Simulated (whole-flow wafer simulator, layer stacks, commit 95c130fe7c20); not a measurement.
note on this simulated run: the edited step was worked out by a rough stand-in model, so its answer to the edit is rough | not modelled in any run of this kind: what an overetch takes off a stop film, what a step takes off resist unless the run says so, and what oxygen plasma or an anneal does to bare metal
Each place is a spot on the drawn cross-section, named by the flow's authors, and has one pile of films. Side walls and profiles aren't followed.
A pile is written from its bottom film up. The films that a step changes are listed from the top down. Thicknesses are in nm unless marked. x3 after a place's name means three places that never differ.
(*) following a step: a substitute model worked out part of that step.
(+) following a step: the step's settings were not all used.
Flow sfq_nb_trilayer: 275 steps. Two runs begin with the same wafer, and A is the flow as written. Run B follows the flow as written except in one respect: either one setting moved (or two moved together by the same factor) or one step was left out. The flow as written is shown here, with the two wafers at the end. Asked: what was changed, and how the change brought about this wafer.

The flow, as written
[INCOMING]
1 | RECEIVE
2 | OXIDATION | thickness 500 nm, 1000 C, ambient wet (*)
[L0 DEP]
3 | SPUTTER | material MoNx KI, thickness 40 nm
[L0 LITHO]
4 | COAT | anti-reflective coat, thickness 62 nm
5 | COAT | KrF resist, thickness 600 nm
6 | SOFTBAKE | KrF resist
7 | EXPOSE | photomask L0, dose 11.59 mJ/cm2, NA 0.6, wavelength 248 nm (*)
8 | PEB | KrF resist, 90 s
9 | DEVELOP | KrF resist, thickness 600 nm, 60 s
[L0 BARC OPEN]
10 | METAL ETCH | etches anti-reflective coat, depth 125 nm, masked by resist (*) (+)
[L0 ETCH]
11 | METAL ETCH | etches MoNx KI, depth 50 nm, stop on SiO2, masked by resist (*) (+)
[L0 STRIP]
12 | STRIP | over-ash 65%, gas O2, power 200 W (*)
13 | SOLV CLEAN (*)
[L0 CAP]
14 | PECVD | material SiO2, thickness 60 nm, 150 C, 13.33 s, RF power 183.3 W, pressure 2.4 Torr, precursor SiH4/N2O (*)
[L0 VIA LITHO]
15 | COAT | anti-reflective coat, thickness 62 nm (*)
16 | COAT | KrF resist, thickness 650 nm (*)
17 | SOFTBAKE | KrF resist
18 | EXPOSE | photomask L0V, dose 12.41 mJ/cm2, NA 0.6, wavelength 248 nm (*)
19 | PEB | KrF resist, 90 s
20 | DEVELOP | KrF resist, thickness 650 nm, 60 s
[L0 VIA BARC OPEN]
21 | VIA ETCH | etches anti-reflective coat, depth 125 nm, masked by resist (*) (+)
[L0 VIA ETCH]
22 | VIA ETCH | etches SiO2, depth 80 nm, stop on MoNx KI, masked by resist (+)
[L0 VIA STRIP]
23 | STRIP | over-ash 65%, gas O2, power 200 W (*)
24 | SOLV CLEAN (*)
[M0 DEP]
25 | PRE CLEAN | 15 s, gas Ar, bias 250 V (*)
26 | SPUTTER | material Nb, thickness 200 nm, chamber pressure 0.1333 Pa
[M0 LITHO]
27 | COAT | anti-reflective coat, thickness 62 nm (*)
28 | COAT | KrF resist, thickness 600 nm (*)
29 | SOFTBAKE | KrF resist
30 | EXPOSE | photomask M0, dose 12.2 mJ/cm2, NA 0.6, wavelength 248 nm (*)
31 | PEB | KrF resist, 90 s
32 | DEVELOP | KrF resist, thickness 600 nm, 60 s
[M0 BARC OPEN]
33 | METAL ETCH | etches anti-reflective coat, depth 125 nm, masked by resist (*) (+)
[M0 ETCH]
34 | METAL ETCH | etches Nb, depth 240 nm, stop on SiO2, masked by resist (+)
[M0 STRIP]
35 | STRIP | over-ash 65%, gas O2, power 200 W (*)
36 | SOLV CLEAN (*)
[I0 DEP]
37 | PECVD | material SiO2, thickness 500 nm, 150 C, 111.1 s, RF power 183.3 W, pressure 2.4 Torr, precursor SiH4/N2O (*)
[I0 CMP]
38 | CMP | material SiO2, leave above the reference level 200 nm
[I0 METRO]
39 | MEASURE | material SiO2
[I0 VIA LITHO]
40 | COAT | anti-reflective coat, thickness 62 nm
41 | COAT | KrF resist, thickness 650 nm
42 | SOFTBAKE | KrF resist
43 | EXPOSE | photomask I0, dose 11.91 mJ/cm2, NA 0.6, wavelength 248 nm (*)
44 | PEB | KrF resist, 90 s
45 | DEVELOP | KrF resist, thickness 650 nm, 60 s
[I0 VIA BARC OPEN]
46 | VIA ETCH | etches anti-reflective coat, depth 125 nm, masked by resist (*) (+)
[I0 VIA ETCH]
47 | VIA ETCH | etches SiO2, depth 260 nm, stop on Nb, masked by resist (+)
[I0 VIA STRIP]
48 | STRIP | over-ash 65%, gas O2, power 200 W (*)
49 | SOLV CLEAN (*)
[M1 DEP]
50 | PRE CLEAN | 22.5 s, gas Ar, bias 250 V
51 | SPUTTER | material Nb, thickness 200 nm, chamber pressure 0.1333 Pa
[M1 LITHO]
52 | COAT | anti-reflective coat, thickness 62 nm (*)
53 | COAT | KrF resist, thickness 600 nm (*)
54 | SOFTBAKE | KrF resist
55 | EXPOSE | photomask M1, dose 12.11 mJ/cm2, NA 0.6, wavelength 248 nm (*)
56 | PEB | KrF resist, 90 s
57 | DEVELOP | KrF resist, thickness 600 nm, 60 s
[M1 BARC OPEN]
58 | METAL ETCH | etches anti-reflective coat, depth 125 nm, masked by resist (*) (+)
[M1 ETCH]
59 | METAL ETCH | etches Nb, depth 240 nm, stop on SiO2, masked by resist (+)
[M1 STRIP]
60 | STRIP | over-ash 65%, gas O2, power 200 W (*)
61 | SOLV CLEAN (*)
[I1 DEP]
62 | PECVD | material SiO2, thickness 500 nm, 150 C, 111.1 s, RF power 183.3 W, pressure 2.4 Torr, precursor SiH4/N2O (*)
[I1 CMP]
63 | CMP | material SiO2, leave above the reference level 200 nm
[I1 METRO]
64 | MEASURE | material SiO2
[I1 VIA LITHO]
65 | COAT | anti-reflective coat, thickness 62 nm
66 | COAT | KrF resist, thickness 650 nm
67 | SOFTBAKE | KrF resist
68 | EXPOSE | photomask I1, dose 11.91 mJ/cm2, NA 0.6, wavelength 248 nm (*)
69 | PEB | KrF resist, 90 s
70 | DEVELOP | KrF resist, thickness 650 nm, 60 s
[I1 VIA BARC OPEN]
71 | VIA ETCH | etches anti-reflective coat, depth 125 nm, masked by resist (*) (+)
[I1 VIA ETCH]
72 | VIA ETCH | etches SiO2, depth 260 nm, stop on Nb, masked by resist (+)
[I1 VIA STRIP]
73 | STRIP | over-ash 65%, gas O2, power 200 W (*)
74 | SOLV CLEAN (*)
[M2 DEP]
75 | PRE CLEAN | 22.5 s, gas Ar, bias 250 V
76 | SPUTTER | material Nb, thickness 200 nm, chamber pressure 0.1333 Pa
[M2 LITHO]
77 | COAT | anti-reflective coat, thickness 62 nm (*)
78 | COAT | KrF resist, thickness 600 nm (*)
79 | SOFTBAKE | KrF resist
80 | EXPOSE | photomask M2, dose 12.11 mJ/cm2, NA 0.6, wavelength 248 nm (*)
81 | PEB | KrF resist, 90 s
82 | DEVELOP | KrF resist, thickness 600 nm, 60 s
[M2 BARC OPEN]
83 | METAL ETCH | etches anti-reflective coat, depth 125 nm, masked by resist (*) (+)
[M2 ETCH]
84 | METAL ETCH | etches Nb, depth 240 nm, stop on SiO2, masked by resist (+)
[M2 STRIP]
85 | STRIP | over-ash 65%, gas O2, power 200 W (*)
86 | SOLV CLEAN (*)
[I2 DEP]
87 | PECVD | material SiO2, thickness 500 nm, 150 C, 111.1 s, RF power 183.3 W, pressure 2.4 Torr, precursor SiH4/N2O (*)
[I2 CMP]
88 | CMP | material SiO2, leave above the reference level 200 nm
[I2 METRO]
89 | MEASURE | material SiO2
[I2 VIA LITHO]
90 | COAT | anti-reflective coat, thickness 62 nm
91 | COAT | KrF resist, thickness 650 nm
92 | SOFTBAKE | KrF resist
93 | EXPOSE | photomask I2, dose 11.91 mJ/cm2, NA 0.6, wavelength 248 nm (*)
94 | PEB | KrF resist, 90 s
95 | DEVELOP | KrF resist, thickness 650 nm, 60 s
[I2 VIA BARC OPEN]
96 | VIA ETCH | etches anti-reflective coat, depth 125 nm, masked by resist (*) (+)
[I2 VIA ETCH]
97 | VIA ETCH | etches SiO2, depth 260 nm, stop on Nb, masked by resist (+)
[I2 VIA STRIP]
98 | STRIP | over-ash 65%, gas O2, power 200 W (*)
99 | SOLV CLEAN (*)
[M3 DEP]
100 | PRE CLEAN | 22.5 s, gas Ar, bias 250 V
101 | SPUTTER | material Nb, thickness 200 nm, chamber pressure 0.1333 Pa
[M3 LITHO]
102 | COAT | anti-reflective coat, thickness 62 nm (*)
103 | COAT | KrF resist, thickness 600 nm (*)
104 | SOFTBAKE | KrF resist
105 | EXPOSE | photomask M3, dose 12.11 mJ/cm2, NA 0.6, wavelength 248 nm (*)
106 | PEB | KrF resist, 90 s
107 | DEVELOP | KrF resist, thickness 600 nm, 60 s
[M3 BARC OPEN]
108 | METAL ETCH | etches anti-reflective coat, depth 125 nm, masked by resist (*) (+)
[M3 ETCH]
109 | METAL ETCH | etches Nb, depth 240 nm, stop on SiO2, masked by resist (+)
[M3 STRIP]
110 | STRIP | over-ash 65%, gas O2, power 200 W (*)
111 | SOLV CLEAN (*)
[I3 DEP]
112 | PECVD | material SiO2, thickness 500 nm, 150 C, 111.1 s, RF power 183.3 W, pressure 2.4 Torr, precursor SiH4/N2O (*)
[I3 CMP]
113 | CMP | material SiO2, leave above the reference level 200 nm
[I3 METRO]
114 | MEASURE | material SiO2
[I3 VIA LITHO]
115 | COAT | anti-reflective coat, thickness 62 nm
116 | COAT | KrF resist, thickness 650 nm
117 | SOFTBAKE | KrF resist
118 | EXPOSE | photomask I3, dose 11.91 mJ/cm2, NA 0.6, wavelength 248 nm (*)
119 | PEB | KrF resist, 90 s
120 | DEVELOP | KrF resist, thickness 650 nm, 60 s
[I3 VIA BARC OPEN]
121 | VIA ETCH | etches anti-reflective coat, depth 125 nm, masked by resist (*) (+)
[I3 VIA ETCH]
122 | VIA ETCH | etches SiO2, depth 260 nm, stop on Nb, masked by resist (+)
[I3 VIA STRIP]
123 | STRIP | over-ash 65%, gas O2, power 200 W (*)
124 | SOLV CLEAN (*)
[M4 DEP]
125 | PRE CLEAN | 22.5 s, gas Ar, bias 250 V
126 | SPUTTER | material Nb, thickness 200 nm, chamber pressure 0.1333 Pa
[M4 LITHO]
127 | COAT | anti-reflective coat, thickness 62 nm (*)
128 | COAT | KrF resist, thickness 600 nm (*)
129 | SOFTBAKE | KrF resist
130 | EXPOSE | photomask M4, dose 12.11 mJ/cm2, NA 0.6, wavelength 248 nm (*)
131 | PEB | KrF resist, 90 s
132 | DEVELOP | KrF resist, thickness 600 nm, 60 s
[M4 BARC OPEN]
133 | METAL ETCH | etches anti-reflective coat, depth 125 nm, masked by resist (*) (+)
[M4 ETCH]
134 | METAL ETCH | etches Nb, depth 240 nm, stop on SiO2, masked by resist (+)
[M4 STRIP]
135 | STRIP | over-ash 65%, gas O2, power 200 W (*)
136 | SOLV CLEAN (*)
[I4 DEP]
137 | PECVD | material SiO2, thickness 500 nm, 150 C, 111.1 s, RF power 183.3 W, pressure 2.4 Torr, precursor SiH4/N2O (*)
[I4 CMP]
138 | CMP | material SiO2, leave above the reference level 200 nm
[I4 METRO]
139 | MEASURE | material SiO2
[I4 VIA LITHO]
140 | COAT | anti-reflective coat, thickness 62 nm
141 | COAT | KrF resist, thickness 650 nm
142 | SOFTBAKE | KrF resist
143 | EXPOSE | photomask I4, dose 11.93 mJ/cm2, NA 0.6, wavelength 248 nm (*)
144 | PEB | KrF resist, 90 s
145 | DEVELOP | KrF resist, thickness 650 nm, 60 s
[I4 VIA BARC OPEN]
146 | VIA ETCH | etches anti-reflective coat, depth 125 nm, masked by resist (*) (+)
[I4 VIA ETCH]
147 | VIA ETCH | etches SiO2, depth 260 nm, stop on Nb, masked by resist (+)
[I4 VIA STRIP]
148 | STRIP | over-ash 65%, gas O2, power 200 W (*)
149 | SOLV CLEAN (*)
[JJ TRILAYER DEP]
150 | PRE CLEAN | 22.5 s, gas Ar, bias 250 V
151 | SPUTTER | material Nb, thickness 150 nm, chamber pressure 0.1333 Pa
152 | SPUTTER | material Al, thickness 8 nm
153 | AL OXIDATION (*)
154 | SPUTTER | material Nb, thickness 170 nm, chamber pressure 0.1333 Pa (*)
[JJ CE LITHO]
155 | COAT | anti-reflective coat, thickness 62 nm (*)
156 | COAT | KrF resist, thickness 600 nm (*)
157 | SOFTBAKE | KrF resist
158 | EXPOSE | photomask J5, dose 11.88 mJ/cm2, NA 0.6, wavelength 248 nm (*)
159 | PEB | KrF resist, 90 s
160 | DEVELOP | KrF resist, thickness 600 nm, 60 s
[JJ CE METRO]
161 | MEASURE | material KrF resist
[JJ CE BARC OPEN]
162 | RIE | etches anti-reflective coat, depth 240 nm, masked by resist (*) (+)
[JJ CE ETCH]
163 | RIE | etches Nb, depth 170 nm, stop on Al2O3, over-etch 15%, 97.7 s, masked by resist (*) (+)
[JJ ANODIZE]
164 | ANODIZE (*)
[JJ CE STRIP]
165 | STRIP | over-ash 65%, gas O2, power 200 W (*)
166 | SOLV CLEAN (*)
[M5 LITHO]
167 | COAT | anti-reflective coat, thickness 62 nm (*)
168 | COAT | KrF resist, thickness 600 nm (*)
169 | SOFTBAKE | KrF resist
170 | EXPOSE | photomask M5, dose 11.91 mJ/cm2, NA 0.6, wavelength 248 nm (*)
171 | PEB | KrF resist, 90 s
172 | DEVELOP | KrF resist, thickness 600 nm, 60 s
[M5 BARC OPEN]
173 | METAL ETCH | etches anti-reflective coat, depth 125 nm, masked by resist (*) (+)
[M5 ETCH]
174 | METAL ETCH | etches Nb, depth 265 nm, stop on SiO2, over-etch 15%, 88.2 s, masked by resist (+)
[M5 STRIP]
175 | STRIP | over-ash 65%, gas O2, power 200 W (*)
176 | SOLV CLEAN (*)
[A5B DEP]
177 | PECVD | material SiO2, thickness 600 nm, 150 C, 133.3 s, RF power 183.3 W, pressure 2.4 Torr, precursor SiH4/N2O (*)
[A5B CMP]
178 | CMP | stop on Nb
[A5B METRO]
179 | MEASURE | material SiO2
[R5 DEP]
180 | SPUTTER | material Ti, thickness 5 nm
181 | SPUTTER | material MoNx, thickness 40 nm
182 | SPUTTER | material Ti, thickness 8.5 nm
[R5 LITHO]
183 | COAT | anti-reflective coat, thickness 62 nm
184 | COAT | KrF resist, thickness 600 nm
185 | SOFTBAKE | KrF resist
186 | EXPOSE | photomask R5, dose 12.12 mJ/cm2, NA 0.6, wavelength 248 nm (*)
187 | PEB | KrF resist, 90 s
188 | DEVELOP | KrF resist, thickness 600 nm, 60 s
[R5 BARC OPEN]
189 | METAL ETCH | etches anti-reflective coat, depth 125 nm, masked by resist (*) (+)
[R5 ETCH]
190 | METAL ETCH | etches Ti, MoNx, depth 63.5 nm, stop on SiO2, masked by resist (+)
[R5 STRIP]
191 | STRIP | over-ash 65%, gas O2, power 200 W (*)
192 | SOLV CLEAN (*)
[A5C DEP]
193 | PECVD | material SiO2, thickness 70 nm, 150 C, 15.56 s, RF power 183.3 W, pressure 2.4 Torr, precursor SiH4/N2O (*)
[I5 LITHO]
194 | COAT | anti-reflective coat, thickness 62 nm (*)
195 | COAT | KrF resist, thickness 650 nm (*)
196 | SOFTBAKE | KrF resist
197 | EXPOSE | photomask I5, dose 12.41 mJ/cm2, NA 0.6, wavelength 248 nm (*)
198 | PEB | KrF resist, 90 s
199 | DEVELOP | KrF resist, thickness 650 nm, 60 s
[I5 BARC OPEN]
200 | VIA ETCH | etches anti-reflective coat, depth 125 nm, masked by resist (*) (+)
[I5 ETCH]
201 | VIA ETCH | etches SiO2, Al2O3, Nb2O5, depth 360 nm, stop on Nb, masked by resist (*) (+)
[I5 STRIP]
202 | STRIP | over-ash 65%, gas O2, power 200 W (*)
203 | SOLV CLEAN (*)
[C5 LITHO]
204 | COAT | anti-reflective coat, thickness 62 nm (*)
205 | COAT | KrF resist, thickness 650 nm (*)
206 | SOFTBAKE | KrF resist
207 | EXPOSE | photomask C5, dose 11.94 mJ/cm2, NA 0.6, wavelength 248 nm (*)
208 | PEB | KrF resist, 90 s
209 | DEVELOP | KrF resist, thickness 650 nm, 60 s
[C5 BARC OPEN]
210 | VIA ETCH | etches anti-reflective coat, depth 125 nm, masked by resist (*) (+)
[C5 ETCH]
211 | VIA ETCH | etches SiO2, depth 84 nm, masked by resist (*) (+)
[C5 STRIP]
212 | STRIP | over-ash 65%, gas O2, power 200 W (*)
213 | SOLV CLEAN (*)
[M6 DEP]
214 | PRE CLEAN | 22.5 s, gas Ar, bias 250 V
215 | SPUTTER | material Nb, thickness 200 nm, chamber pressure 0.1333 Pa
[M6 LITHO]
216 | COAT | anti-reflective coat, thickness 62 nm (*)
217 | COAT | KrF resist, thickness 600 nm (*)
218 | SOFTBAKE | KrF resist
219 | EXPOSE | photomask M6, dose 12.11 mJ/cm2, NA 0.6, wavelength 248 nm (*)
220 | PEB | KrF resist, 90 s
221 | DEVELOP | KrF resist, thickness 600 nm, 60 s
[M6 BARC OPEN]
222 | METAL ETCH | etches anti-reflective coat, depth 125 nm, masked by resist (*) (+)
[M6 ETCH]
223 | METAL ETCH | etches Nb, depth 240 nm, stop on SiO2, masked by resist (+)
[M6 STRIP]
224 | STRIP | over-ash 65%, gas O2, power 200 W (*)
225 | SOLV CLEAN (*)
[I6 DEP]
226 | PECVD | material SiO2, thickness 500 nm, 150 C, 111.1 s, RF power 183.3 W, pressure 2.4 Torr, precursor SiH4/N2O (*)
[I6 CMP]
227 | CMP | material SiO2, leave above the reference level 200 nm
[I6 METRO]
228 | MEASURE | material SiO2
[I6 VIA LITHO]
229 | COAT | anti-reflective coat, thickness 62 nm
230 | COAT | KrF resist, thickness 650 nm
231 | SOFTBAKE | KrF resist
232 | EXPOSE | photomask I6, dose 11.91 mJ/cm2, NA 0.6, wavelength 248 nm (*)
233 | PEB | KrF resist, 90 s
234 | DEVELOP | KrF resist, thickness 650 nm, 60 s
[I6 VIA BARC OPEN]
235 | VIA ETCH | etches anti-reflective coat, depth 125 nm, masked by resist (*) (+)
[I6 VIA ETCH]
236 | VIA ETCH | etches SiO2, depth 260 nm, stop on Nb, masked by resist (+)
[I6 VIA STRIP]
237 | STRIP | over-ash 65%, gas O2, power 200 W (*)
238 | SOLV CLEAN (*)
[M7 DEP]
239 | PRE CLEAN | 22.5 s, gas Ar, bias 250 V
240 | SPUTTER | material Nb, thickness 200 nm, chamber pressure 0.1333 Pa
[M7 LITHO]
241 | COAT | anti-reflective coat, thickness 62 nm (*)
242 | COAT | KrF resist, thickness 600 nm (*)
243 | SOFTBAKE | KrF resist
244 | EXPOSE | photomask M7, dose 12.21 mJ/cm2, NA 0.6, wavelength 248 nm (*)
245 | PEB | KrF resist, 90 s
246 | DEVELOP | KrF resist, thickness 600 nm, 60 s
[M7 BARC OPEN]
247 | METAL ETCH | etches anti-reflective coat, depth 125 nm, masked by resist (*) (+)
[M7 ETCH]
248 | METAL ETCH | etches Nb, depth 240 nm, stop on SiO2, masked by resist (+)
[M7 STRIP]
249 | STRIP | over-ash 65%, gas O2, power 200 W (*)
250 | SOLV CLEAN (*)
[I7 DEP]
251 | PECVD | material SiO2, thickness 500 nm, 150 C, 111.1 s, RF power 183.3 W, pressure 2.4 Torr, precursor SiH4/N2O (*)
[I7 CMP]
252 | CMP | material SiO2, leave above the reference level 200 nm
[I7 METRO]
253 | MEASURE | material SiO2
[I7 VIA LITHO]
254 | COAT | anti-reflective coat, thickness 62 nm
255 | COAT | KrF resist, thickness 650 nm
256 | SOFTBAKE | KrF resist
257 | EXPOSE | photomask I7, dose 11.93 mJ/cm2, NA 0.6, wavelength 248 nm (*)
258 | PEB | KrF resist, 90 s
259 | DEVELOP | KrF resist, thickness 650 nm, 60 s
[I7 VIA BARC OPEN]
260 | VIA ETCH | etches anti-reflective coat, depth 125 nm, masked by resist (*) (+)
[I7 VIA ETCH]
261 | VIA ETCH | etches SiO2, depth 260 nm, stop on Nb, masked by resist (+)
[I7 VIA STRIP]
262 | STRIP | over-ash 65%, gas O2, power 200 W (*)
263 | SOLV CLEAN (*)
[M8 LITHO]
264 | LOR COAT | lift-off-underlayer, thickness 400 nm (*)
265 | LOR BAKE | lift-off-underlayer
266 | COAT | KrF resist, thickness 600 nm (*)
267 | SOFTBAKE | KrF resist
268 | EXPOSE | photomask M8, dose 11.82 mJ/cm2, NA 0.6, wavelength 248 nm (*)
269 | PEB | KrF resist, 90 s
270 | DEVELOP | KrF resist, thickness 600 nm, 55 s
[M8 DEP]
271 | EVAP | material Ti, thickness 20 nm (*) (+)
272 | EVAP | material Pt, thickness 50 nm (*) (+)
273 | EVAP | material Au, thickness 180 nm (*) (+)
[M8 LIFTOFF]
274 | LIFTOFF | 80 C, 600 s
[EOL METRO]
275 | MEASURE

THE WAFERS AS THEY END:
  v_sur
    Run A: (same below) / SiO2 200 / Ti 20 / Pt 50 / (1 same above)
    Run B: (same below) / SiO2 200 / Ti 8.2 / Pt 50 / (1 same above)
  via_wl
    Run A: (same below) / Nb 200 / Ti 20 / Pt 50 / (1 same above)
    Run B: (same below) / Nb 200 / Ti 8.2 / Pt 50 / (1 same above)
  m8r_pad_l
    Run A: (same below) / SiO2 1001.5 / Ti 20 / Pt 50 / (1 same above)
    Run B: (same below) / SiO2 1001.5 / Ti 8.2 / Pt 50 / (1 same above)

What caused this: step 271, EVAP: thickness 8.2 nm was run, though the flow has thickness 20 nm.
The wafer lets one read it off: v_sur has Ti 8.2, and step 271 as written asks for 20 nm.

How this came from the change, step by step:
  271 | EVAP | material Ti, thickness 20 nm (*) (+)
      field_l, v_sur, via_wl and 103 more: A +20 Ti (new film) | B +8.2 Ti (new film)
  274 | LIFTOFF | 80 C, 600 s
      p4_fl, p4_fm, p4_w1 and 71 more: A -180 Au (all of it), -50 Pt (all of it), -20 Ti (all of it), -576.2 KrF resist (all of it), -400 lift-off-underlayer (all of it) | B -180 Au (all of it), -50 Pt (all of it), -8.2 Ti (all of it), -576.2 KrF resist (all of it), -400 lift-off-underlayer (all of it)
      c5j, ce_r: A -180 Au (all of it), -50 Pt (all of it), -20 Ti (all of it), -573.3 KrF resist (all of it), -399.3 lift-off-underlayer (all of it) | B -180 Au (all of it), -50 Pt (all of it), -8.2 Ti (all of it), -573.3 KrF resist (all of it), -399.3 lift-off-underlayer (all of it)
      (and at 19 other places as well)
